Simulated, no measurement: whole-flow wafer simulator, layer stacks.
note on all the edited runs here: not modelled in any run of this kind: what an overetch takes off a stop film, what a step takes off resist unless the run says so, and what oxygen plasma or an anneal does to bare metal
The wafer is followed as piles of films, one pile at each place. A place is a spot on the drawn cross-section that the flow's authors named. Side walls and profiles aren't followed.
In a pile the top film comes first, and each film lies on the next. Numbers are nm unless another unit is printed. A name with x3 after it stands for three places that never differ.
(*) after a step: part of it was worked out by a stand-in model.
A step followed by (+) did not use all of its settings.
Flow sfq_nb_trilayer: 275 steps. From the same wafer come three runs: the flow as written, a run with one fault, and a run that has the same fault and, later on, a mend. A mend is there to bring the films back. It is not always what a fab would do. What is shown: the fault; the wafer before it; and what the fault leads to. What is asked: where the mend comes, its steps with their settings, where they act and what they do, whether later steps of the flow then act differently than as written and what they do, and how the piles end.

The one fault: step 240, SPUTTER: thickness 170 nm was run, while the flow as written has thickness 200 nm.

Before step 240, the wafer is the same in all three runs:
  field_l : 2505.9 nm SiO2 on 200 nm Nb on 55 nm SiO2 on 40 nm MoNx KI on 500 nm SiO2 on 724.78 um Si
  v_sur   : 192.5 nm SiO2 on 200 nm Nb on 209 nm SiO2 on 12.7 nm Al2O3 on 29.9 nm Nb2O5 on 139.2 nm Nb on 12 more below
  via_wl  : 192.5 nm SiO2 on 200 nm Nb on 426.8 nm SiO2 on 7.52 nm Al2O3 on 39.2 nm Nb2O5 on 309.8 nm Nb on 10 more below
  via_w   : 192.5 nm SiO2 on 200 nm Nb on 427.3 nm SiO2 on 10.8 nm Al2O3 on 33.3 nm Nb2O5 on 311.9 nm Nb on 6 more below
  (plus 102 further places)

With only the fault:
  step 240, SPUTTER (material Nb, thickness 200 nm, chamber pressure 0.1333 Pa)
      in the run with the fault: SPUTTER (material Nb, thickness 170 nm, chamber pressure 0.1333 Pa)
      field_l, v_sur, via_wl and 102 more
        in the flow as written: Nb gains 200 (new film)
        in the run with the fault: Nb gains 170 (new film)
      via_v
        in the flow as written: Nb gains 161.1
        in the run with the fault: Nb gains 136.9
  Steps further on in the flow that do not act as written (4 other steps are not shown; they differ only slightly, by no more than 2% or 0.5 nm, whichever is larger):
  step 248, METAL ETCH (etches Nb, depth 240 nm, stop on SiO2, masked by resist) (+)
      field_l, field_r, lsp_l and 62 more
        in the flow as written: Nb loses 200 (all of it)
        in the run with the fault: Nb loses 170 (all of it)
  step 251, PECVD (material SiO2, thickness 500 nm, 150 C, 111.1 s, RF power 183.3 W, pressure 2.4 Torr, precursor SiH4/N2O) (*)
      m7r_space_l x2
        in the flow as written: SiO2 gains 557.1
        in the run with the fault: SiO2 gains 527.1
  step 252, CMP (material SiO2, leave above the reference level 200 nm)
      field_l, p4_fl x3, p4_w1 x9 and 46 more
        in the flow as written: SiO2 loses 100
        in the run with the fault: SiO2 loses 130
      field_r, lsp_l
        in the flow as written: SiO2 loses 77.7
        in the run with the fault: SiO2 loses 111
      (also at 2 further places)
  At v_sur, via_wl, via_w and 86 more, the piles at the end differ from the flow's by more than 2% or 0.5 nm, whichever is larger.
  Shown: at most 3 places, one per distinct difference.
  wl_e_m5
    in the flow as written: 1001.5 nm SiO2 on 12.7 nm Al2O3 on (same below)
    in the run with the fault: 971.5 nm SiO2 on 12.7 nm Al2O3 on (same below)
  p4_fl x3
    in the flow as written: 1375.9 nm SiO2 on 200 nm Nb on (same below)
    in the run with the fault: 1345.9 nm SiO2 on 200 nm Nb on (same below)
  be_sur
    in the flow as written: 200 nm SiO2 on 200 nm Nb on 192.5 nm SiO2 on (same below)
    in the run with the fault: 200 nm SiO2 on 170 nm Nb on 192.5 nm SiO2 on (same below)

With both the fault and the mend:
  The mend follows step 240.
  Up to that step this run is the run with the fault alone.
  step 240a, SPUTTER (material Nb, thickness 30 nm, chamber pressure 0.1333 Pa) (the flow's step 240, run once more with other settings)
      field_l, v_sur, via_wl and 102 more
        Nb gains 30
      via_v
        Nb gains 21.7
  None of the later steps of the flow differs from how it acts as written, at any place that is followed, by more than 2% or 0.5 nm, whichever is larger.
  At the end the piles are close to the flow's at the places that both follow, differing by at most 2% or 0.5 nm, whichever is larger.
